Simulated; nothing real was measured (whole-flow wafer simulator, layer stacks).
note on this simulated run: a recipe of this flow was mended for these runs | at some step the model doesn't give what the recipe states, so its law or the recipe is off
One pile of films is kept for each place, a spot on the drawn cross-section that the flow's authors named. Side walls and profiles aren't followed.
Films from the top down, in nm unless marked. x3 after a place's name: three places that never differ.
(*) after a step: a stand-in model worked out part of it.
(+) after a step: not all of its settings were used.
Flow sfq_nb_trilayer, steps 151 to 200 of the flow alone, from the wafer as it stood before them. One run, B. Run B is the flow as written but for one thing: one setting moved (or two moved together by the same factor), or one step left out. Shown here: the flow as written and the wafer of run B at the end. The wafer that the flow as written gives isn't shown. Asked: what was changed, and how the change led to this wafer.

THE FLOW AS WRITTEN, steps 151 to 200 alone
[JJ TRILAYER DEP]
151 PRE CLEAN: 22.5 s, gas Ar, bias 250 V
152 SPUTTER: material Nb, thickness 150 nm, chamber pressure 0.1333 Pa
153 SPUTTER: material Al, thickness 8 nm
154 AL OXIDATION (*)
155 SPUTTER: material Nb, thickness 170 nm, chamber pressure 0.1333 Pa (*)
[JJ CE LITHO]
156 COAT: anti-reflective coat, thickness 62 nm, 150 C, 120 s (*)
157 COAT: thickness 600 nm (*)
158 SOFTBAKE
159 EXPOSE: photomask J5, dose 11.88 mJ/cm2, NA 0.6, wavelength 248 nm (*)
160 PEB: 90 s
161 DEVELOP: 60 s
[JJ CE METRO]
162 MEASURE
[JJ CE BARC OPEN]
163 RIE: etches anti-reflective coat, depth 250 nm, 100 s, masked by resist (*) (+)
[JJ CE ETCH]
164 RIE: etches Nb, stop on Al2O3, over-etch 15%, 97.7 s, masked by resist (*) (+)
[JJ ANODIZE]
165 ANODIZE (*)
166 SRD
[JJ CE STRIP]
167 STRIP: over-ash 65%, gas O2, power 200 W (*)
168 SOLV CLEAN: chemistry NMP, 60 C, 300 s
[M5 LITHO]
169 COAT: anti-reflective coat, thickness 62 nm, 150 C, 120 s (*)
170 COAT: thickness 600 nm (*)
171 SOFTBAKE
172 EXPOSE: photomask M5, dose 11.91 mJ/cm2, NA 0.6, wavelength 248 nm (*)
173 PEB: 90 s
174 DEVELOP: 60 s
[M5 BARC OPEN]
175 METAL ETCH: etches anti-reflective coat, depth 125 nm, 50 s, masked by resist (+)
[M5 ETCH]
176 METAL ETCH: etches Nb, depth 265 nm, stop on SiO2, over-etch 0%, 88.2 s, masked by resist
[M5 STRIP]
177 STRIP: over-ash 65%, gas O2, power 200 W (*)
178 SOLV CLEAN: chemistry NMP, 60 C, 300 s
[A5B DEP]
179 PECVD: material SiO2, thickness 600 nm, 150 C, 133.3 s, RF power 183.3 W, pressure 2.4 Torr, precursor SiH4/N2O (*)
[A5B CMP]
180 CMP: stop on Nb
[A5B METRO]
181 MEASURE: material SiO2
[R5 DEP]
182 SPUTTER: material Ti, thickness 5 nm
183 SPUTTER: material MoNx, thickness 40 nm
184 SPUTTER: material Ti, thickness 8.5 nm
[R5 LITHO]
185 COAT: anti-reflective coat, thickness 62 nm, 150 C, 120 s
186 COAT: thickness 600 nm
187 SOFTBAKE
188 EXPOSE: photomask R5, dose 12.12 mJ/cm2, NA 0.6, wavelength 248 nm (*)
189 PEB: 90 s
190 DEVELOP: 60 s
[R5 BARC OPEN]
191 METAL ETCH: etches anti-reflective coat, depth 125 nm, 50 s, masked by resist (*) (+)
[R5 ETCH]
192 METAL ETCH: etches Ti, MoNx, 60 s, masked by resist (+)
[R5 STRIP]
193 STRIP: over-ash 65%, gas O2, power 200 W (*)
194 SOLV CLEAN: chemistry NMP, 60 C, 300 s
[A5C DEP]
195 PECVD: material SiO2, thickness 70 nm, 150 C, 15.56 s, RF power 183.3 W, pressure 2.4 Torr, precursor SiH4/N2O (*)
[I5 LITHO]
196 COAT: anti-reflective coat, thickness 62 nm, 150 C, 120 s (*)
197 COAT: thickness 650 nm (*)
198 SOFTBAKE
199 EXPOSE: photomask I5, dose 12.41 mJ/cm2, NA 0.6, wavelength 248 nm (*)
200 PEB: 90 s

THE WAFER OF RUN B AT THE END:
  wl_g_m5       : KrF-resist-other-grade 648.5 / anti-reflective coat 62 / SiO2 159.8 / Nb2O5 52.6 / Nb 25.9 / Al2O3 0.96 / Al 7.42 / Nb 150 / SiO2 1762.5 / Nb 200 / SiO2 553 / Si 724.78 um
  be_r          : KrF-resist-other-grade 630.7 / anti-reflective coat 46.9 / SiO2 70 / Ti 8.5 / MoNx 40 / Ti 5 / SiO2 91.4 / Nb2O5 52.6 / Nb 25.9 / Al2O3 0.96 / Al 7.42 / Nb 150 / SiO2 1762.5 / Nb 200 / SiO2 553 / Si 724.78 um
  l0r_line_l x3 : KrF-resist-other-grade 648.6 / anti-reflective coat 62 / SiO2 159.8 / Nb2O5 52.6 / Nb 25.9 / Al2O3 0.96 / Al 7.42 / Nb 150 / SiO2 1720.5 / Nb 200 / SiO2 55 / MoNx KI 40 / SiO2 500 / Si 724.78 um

The cause: step 164, RIE: 62.53 s was run, where the flow has 97.7 s.

How the change led to this, step by step:
  164 RIE: etches Nb, stop on Al2O3, over-etch 15%, 97.7 s, masked by resist (*) (+)
      field_l, v_sur, via_sp and 96 more: Nb -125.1 (as written it would be: Nb -170 (all of it), Al2O3 -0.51)
      via_wl, via_wr: Nb -125.1 (as written it would be: Nb -139.9 (all of it), Al2O3 -0.96 (all of it))
      (and at 5 more places)
  165 ANODIZE (*)
      field_l, v_sur, via_sp and 96 more: Nb2O5 +52.6 (new film), Nb -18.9 (as written it would be: Al2O3 +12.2, Nb2O5 +29.9 (new film), Al -7.42 (all of it), Nb -10.8)
      via_wl, via_wr: Nb2O5 +52.6 (new film), Nb -14.7 (all of it) (as written it would be: Al2O3 +7.51 (new film), Nb2O5 +39.2 (new film), Al -4.55 (all of it), Nb -14.1)
      (and at 1 more place)
  167 STRIP: over-ash 65%, gas O2, power 200 W (*)
      ce_l: KrF-resist-other-grade -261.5 (all of it), anti-reflective coat -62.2 (all of it) (as written it would be: KrF-resist-other-grade -226.3 (all of it), anti-reflective coat -62.2 (all of it))
      c5j: KrF-resist-other-grade -261.6 (all of it), anti-reflective coat -62.2 (all of it) (as written it would be: KrF-resist-other-grade -226.5 (all of it), anti-reflective coat -62.2 (all of it))
      (and at 2 more places)
  169 COAT: anti-reflective coat, thickness 62 nm, 150 C, 120 s (*)
      via_wl, via_wr: anti-reflective coat +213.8 (new film) (as written it would be: anti-reflective coat +184 (new film))
      ce_l, ce_r: anti-reflective coat +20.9 (new film) (as written it would be: anti-reflective coat +17.1 (new film))
      (and at 17 more places)
  170 COAT: thickness 600 nm (*)
      via_w: KrF-resist-other-grade +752 (new film) (as written it would be: KrF-resist-other-grade +736.5 (new film))
      gap: KrF-resist-other-grade +602.9 (new film) (as written it would be: KrF-resist-other-grade +618 (new film))
      (and at 6 more places)
  174 DEVELOP: 60 s
      wl_a_sl: KrF-resist-other-grade -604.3 (all of it) (as written it would be: KrF-resist-other-grade -619.6 (all of it))
  175 METAL ETCH: etches anti-reflective coat, depth 125 nm, 50 s, masked by resist (+)
      r_sur: anti-reflective coat -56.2 (all of it) (as written it would be: anti-reflective coat -49.6 (all of it), Al2O3 -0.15)
      r_end: anti-reflective coat -62.2 (all of it) (as written it would be: anti-reflective coat -63.9 (all of it), Al2O3 -0.12)
      (and at 3 more places)
  176 METAL ETCH: etches Nb, depth 265 nm, stop on SiO2, over-etch 0%, 88.2 s, masked by resist
      field_l, res, r_end and 47 more: Nb2O5 -52.6 (all of it), Nb -25.9 (all of it), Al2O3 -0.96 (all of it), Al -7.42 (all of it), Nb -150 (all of it) (as written it would be: Al2O3 -12.6 (all of it), Nb2O5 -29.9 (all of it), Nb -139.2 (all of it), SiO2 -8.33)
      r_sur, wl_a_sl, wl_a_m6: Nb2O5 -52.6 (all of it), Nb -25.9 (all of it), Al2O3 -0.96 (all of it), Al -7.42 (all of it), Nb -150 (all of it) (as written it would be: Al2O3 -12.5 (all of it), Nb2O5 -29.9 (all of it), Nb -139.2 (all of it), SiO2 -8.33)
  177 STRIP: over-ash 65%, gas O2, power 200 W (*)
      v_sur: KrF-resist-other-grade -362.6 (all of it), anti-reflective coat -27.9 (all of it) (as written it would be: KrF-resist-other-grade -366.5 (all of it), anti-reflective coat -26.6 (all of it))
      via_wl: KrF-resist-other-grade -413.8 (all of it), anti-reflective coat -213.8 (all of it) (as written it would be: KrF-resist-other-grade -418.2 (all of it), anti-reflective coat -184 (all of it))
      (and at 14 more places)
  180 CMP: stop on Nb
      v_sur, via_sp, via_v and 43 more: SiO2 -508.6 (as written it would be: SiO2 -453.5)
      field_l, p4_fl x5, p4_w1 x9 and 27 more: SiO2 -271.6 (as written it would be: SiO2 -263.3)
      (and at 9 more places)
Counting metal films that touch as one body, wl_g_m5 has 3 bodies (between them, from the top down: Al2O3 0.96; SiO2 1762.5); the flow as written gives 2 bodies (between them, from the top down: SiO2 1762.5).
Counting metal films that touch as one body, be_r has 4 bodies (between them, from the top down: SiO2 91.4 / Nb2O5 52.6; Al2O3 0.96; SiO2 1762.5); the flow as written gives 3 bodies (between them, from the top down: SiO2 146.5 / Al2O3 12.7 / Nb2O5 29.9; SiO2 1762.5).
Counting metal films that touch as one body, l0r_line_l x3 has 4 bodies (between them, from the top down: Al2O3 0.96; SiO2 1720.5; SiO2 55); the flow as written gives 3 bodies (between them, from the top down: SiO2 1720.5; SiO2 55).
